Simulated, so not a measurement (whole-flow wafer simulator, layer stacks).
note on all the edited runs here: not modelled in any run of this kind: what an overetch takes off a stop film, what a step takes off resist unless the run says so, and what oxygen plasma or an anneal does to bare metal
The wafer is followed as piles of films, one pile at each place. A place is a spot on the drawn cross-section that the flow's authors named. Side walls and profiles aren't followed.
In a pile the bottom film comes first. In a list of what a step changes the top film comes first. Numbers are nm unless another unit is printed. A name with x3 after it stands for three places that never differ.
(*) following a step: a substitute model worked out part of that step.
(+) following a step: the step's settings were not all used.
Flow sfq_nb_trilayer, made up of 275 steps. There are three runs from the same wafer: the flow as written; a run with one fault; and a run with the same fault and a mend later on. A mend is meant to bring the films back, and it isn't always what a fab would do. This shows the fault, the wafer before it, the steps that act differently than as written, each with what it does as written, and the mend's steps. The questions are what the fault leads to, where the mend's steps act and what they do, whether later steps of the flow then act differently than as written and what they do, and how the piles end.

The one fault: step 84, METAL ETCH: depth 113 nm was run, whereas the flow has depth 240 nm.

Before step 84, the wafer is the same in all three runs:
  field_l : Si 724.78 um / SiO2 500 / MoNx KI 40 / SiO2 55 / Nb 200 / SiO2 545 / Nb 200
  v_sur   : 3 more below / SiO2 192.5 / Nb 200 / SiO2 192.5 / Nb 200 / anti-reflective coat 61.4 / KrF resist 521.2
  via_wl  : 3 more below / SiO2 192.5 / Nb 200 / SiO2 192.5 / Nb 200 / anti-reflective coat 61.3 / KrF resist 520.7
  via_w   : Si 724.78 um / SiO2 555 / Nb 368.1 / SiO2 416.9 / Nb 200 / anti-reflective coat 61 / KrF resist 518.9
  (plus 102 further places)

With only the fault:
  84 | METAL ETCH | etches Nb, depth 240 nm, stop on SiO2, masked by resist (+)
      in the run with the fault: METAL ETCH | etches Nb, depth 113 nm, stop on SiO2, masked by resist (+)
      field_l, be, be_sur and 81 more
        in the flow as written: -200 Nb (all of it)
        in the run with the fault: -113 Nb
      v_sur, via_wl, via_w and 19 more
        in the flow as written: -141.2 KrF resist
        in the run with the fault: -66.5 KrF resist
  Steps later in the flow that act otherwise than as written:
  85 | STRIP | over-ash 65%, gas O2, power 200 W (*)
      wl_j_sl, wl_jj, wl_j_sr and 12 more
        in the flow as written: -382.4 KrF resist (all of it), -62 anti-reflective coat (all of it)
        in the run with the fault: -457.1 KrF resist (all of it), -62 anti-reflective coat (all of it)
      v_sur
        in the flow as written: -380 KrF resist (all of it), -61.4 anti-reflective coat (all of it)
        in the run with the fault: -454.7 KrF resist (all of it), -61.4 anti-reflective coat (all of it)
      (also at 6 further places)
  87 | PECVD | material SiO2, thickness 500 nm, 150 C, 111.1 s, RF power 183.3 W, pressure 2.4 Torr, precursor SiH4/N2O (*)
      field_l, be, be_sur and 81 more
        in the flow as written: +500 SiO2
        in the run with the fault: +500 SiO2 (new film)
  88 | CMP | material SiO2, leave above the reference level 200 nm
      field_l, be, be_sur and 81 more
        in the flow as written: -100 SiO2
        in the run with the fault: -187 SiO2
  The piles end different from the flow's at field_l, be, be_sur and 81 more by more than 2% or 0.5 nm, whichever is larger.
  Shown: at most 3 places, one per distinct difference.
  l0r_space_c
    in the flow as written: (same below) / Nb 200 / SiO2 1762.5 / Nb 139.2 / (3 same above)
    in the run with the fault: (same below) / Nb 200 / SiO2 585 / Nb 87 / SiO2 1090.5 / Nb 139.2 / (3 same above)
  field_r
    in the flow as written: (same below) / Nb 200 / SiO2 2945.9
    in the run with the fault: (same below) / Nb 200 / SiO2 585 / Nb 87 / SiO2 2273.9
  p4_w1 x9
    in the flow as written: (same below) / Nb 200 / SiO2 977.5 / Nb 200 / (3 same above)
    in the run with the fault: (same below) / Nb 200 / SiO2 585 / Nb 87 / SiO2 305.5 / Nb 200 / (3 same above)

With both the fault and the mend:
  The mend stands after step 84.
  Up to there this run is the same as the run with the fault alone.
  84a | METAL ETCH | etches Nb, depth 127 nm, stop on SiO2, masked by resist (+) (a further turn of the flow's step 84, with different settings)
      field_l, be, be_sur and 81 more
        -87 Nb (all of it)
      v_sur, via_wl, via_w and 19 more
        -74.7 KrF resist
  None of the later steps of the flow acts differently than as written at any place that is followed.
  The piles end the same as the flow's at every place that both follow.
